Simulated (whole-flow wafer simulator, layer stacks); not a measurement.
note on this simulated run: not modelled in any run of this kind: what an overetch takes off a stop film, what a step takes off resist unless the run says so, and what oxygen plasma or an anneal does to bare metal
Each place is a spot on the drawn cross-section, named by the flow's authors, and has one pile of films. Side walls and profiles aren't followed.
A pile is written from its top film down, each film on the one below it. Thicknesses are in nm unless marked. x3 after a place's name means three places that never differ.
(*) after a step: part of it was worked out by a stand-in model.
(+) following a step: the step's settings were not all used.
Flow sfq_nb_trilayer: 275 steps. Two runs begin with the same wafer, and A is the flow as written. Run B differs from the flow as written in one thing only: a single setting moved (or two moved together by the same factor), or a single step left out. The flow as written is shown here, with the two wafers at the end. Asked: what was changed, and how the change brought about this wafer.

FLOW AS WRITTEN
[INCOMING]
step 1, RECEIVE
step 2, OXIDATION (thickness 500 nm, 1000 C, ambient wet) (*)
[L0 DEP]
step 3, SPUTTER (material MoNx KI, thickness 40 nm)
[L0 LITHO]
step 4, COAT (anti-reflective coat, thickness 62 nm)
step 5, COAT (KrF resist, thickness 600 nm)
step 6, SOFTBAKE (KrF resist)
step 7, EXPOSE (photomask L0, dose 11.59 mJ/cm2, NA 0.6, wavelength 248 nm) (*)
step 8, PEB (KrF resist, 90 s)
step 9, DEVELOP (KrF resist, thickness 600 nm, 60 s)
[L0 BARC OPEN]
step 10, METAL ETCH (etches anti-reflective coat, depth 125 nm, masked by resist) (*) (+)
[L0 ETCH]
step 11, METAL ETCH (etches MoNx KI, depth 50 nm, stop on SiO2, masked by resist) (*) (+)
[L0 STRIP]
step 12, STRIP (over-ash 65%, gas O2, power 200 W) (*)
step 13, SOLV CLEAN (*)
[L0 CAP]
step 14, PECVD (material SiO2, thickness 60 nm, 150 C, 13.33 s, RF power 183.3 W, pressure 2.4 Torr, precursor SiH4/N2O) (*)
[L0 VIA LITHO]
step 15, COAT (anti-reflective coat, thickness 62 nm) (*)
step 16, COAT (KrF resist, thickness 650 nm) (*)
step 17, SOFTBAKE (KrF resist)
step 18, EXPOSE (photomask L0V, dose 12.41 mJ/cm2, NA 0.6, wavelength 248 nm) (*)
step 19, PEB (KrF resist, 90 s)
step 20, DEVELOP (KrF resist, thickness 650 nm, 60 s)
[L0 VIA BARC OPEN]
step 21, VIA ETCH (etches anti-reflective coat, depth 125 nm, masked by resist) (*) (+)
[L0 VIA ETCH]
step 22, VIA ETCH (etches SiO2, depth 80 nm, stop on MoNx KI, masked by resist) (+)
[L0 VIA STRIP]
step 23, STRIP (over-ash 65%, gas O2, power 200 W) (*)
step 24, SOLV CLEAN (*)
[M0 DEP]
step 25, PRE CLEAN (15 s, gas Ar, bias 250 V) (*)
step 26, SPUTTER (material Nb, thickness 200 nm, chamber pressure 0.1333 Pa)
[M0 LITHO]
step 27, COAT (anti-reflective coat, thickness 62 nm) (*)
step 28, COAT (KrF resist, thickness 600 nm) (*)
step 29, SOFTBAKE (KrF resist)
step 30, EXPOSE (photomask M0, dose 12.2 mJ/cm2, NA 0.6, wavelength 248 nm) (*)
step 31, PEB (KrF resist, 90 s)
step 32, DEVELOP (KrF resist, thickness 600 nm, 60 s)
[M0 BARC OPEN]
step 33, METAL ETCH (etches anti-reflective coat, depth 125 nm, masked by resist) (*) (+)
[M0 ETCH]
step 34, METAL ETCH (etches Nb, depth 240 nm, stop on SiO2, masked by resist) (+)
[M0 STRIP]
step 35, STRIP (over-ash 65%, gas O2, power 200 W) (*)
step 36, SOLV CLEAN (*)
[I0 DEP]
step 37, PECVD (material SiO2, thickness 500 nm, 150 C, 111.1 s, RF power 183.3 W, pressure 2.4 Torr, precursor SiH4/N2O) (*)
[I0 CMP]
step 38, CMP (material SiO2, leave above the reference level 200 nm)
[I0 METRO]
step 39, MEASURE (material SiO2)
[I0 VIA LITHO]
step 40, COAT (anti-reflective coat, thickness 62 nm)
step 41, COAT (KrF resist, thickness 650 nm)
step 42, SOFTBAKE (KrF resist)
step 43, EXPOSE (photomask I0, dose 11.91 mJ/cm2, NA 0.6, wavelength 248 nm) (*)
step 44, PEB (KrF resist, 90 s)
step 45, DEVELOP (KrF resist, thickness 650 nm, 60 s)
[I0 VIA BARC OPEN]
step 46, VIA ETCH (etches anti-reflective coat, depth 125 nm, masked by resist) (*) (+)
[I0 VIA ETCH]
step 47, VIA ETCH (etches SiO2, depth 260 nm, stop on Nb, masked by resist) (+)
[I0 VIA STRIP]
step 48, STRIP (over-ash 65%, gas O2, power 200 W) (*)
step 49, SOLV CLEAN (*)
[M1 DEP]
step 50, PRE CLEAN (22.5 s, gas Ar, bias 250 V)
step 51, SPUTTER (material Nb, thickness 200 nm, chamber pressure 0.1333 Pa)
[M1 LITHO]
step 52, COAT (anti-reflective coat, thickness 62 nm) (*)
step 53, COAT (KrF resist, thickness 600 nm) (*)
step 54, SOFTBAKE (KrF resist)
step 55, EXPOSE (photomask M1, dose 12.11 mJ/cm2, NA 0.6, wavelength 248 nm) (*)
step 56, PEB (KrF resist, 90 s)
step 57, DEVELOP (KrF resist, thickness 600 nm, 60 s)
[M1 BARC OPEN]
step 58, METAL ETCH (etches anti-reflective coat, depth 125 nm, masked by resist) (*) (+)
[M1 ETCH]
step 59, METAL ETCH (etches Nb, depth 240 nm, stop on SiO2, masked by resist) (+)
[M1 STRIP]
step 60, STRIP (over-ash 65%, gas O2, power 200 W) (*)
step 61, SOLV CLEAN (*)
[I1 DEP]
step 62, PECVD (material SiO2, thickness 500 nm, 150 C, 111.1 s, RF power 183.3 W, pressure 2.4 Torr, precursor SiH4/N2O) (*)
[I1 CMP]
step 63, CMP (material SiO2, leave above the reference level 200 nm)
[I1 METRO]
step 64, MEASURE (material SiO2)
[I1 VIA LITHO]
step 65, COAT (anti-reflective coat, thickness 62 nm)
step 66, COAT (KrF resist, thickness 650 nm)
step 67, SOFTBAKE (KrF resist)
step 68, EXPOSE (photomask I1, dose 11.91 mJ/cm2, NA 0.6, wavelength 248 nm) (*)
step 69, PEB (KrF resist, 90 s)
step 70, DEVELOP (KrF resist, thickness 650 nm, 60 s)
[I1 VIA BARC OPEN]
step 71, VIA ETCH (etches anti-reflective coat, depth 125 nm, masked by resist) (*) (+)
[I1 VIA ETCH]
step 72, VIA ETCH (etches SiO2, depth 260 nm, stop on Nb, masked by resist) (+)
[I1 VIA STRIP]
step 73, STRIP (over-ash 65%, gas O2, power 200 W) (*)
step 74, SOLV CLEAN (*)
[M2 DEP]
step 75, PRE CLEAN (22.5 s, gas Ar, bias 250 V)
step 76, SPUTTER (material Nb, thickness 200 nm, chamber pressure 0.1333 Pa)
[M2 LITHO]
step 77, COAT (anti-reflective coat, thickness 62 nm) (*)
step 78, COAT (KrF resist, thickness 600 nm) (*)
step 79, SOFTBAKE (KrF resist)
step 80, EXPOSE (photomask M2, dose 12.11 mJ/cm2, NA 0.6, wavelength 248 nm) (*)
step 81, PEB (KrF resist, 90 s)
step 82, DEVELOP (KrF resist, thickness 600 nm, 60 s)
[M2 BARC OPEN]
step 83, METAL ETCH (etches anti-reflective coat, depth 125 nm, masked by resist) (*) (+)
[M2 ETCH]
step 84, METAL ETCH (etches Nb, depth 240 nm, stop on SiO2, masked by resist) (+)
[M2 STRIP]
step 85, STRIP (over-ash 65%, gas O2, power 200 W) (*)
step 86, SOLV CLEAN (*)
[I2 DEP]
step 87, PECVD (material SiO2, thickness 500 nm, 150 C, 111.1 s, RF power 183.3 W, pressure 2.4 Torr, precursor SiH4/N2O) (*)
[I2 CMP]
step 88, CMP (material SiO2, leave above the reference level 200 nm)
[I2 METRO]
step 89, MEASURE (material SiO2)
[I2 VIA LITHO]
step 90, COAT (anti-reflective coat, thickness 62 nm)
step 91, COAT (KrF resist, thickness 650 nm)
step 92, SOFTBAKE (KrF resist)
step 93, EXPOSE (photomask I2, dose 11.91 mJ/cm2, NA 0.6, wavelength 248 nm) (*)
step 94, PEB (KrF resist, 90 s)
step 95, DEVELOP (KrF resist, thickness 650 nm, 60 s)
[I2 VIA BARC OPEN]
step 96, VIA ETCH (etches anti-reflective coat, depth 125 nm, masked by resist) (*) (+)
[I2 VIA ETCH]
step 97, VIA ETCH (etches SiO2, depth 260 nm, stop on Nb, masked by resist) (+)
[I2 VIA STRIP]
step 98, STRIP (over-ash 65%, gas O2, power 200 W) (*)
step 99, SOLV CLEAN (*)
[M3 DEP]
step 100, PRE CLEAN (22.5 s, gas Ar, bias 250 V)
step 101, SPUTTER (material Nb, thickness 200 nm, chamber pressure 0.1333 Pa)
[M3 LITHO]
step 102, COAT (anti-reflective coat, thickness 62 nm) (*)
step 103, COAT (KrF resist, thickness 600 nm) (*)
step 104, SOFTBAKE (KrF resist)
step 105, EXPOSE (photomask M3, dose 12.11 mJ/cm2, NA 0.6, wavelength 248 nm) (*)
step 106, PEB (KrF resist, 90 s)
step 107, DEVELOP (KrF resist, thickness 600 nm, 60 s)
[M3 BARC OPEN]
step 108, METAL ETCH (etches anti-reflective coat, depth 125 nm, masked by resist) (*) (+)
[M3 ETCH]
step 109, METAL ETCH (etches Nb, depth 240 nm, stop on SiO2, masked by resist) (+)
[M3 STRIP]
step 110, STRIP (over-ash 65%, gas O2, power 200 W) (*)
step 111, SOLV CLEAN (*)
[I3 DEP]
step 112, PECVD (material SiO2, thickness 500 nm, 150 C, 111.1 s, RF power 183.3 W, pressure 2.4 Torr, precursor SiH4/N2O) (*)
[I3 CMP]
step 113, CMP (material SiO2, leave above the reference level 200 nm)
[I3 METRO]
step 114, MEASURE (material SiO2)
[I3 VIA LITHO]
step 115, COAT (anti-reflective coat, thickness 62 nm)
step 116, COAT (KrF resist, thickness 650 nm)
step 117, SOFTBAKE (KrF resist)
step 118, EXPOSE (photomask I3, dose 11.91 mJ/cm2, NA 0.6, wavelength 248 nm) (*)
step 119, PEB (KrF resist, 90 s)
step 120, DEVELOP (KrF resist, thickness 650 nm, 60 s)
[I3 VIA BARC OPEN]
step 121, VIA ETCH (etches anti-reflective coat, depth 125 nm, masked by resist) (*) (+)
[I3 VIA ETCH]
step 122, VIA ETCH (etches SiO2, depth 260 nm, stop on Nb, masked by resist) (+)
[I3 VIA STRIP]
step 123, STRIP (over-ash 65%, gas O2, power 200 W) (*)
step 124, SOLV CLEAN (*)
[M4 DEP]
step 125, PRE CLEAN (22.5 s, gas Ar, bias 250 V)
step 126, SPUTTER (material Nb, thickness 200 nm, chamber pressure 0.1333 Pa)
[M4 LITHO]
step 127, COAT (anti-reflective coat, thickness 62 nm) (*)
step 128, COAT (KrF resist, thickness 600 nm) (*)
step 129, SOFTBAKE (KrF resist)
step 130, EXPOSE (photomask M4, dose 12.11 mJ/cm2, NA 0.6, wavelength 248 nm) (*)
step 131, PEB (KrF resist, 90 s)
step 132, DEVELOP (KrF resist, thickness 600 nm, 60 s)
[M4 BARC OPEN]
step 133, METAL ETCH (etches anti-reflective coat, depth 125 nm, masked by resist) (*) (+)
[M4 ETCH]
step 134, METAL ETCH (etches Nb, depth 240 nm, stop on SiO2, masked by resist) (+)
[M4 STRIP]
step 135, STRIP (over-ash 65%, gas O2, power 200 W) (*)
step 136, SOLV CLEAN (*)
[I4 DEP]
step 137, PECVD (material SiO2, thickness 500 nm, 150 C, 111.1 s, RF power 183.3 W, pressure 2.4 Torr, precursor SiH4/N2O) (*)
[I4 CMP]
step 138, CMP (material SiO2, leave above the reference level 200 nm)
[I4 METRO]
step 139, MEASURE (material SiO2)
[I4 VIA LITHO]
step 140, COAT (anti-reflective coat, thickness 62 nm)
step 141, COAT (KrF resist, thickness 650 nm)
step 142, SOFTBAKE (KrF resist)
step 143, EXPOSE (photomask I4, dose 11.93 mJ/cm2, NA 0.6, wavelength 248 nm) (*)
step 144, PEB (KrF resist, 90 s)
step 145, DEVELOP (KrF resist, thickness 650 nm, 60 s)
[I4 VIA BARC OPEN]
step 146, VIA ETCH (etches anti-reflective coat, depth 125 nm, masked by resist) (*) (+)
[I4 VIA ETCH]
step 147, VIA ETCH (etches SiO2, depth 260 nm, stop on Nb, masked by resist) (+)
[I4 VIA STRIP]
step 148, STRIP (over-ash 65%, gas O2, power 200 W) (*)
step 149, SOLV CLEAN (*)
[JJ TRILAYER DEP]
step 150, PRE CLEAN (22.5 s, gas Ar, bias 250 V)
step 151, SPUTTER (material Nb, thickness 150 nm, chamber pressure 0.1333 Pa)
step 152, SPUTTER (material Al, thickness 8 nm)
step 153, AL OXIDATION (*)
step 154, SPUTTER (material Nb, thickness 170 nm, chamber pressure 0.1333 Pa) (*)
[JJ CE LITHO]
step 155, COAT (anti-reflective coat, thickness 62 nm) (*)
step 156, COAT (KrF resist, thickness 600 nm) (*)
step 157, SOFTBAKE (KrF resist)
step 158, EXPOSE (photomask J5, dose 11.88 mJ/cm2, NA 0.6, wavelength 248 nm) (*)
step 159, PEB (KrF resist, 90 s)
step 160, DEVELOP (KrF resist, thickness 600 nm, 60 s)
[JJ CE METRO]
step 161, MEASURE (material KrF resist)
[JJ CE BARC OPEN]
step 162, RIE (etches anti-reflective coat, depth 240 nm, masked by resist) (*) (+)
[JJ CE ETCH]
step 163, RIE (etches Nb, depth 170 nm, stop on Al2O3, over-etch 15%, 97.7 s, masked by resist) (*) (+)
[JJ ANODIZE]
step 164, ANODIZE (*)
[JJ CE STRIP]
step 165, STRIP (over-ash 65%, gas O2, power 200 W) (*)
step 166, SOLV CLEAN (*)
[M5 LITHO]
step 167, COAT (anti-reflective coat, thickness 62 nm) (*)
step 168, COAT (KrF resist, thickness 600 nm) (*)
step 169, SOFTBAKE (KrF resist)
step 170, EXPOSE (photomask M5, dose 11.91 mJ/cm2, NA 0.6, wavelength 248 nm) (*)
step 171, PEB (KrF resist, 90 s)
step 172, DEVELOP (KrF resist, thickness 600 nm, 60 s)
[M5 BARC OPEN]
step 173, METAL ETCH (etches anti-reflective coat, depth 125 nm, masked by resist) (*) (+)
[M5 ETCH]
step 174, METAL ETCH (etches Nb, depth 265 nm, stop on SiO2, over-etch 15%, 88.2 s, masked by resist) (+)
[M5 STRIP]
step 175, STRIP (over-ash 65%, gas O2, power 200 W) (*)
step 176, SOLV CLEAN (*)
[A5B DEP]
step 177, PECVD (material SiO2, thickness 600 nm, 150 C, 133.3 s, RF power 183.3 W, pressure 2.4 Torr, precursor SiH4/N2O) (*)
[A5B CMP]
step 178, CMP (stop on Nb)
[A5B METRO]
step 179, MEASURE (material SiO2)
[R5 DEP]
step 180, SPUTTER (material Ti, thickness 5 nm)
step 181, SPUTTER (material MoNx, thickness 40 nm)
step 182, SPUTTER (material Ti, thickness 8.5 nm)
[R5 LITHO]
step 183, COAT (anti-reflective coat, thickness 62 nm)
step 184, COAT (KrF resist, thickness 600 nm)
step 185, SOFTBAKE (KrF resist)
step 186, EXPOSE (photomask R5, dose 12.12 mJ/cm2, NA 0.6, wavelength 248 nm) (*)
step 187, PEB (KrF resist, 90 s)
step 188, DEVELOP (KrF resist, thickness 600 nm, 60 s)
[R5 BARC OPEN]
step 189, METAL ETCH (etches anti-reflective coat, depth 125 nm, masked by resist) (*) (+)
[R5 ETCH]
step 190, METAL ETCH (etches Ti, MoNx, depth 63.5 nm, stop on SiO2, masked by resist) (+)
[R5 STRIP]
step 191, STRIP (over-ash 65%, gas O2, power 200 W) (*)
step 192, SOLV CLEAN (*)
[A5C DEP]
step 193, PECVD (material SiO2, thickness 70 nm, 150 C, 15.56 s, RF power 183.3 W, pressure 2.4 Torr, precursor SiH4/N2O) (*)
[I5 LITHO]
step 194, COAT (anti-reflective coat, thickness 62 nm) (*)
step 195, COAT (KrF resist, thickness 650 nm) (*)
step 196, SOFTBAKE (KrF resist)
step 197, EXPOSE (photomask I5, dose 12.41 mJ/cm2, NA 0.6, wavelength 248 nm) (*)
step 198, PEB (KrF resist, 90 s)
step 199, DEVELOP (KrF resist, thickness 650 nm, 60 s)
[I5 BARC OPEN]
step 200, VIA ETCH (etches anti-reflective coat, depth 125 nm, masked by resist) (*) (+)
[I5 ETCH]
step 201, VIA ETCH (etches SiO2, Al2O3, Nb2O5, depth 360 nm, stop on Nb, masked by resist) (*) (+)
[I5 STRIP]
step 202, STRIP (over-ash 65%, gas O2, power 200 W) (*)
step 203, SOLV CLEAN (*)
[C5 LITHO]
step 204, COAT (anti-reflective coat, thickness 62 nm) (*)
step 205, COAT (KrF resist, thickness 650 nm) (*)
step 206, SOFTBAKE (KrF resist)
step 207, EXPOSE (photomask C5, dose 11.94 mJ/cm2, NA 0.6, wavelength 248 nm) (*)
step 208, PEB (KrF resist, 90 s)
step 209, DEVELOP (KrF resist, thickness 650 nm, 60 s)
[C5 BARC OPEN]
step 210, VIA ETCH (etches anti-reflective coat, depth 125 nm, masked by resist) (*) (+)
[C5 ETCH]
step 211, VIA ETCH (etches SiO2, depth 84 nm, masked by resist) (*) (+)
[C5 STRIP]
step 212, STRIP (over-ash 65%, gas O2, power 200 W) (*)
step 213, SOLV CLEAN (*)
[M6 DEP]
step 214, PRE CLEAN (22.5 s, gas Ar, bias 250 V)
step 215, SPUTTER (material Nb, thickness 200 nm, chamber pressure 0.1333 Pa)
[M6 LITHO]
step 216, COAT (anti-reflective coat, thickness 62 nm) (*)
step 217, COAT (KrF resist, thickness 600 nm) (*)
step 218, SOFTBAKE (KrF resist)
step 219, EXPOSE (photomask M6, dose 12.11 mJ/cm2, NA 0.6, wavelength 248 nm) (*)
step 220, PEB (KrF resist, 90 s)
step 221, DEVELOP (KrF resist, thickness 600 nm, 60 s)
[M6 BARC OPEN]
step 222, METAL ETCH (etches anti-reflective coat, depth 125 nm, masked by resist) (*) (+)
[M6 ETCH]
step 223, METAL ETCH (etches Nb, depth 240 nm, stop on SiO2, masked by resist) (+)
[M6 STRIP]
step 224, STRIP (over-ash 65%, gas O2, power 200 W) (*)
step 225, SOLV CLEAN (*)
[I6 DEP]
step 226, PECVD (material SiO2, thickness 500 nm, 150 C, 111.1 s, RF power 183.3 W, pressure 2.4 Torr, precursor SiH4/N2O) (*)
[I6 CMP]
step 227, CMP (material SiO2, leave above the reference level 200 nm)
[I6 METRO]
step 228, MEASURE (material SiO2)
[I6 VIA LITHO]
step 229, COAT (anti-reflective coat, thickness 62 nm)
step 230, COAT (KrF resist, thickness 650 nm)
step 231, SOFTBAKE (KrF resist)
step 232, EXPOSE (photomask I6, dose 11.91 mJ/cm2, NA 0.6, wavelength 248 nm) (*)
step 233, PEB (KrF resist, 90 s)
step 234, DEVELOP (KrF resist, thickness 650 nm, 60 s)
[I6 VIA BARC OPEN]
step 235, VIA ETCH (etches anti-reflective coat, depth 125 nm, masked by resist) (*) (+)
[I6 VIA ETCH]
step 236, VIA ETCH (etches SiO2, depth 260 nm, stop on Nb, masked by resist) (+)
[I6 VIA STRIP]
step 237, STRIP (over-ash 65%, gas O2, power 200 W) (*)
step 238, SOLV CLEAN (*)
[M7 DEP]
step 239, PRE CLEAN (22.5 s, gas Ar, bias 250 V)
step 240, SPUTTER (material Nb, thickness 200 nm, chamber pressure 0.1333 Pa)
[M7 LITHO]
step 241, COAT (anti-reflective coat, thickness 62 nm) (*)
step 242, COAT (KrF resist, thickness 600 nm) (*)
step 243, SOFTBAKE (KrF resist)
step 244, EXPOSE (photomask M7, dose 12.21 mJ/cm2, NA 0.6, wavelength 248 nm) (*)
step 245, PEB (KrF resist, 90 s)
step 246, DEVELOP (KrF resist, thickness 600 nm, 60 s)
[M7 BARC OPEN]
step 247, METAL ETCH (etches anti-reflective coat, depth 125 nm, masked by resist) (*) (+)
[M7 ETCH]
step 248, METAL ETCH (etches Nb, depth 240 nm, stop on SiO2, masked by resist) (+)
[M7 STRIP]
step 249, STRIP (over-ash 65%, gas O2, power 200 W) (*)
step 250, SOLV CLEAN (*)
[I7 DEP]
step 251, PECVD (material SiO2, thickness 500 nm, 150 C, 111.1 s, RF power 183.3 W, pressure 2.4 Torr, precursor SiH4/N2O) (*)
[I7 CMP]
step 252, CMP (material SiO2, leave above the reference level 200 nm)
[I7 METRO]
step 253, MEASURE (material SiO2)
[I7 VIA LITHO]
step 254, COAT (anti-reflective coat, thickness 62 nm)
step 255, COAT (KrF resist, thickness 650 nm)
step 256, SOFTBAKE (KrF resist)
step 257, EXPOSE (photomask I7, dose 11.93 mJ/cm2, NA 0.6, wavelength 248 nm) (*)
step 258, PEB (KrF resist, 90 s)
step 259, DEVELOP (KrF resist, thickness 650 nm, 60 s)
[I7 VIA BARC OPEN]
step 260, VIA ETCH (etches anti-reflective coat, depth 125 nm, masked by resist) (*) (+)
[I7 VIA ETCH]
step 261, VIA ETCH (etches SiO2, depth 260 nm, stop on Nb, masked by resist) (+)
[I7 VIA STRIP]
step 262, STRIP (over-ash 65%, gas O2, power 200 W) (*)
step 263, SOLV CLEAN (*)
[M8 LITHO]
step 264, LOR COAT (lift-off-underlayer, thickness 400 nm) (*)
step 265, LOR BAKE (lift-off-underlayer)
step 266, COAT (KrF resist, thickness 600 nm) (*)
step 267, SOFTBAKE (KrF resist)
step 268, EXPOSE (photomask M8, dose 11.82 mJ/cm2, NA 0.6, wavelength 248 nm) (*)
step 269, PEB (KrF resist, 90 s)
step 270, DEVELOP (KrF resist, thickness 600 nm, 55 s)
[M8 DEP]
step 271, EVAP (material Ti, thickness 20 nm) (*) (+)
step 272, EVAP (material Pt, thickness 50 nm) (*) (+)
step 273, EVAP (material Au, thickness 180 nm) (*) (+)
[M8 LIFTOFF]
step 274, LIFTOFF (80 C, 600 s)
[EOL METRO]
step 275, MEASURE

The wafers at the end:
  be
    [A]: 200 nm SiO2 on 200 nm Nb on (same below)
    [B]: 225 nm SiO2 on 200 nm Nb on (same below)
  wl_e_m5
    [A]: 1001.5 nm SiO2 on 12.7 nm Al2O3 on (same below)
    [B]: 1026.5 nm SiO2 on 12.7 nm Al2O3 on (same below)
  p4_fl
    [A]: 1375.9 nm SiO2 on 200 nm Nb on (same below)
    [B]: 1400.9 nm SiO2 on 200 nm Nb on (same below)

What caused this: step 252, CMP: leave above the reference level 225 nm was run, while the flow as written has leave above the reference level 200 nm.
One can read it off the wafer: be has SiO2 225, and step 252 as written asks for 200 nm.

How this came from the change, step by step:
  step 252, CMP (material SiO2, leave above the reference level 200 nm)
      field_l, p4_fl, p4_fm and 56 more: A SiO2 loses 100 | B SiO2 loses 75
      v_sur, via_wl, via_w and 37 more: A SiO2 loses 300 | B SiO2 loses 275
      (as well as at 7 more places)
  step 261, VIA ETCH (etches SiO2, depth 260 nm, stop on Nb, masked by resist) (+)
      via_wl, via_w, via_wr: A SiO2 loses 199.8 (all of it) | B SiO2 loses 224.8 (all of it)
  step 264, LOR COAT (lift-off-underlayer, thickness 400 nm) (*)
      via_wl, via_wr: A lift-off-underlayer gains 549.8 (new film) | B lift-off-underlayer gains 568.5 (new film)
      via_w: A lift-off-underlayer gains 536.4 (new film) | B lift-off-underlayer gains 553.5 (new film)
  step 270, DEVELOP (KrF resist, thickness 600 nm, 55 s)
      via_wl: A KrF resist loses 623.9 (all of it), lift-off-underlayer loses 549.8 (all of it) | B KrF resist loses 627 (all of it), lift-off-underlayer loses 568.5 (all of it)
      via_w: A KrF resist loses 635.4 (all of it), lift-off-underlayer loses 536.4 (all of it) | B KrF resist loses 640 (all of it), lift-off-underlayer loses 553.5 (all of it)
      (as well as at 1 more place)
